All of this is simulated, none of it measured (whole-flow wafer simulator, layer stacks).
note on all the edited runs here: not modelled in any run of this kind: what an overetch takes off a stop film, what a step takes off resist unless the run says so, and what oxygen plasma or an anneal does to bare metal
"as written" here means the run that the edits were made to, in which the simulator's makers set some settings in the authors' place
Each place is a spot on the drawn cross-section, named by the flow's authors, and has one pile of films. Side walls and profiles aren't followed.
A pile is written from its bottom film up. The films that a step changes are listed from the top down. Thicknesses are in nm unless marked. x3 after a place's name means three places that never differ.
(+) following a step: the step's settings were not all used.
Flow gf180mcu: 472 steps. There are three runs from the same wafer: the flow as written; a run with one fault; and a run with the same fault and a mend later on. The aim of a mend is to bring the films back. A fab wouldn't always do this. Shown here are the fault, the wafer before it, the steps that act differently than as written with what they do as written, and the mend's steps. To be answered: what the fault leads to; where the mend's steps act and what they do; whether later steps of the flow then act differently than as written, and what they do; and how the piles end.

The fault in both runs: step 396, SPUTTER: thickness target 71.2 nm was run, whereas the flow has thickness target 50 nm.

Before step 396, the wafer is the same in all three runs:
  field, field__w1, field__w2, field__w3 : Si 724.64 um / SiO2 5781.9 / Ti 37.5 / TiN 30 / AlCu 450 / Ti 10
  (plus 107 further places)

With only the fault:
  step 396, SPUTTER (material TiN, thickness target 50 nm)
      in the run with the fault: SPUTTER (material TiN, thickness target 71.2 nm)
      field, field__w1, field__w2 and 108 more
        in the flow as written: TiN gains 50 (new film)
        in the run with the fault: TiN gains 71.2 (new film)
  Later steps of the flow acting differently than as written (1 other step is not shown; it differs only slightly, by no more than 2% or 0.5 nm, whichever is larger):
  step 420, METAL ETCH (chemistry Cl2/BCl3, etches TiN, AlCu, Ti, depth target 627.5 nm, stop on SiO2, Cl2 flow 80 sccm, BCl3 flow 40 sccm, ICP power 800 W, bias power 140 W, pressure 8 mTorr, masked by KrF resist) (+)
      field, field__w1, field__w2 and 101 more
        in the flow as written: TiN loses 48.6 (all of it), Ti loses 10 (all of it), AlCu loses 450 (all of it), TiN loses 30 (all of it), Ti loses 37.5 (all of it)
        in the run with the fault: TiN loses 69.8 (all of it), Ti loses 10 (all of it), AlCu loses 450 (all of it), TiN loses 30 (all of it), Ti loses 37.5 (all of it)
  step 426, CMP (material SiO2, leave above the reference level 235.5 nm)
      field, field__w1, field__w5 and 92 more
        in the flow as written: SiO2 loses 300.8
        in the run with the fault: SiO2 loses 279.6
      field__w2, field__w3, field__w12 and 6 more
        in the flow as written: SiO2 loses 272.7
        in the run with the fault: SiO2 loses 250.5
  The piles end different from the flow's at field__w4, field__w8, contact, m1, m1__w1, mim, mim_1p0, m1_nw by more than 2% or 0.5 nm, whichever is larger.
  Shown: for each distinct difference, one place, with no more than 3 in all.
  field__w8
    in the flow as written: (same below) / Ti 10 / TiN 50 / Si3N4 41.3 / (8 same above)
    in the run with the fault: (same below) / Ti 10 / TiN 71.2 / Si3N4 41.3 / (8 same above)
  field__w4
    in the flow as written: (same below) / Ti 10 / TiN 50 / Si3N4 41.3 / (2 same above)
    in the run with the fault: (same below) / Ti 10 / TiN 71.2 / Si3N4 41.3 / (2 same above)
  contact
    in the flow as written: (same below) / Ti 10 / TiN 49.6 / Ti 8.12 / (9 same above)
    in the run with the fault: (same below) / Ti 10 / TiN 70.8 / Ti 8.12 / (9 same above)

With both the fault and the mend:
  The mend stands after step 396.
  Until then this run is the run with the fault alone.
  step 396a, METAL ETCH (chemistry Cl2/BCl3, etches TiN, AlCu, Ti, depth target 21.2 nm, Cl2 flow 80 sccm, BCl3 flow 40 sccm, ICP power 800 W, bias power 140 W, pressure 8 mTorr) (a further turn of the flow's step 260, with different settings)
      field, field__w1, field__w2 and 108 more
        TiN loses 21.2
  Later steps of the flow that are run all act as written at every place that is followed.
  By the end, the piles equal the flow's at every place that both follow.
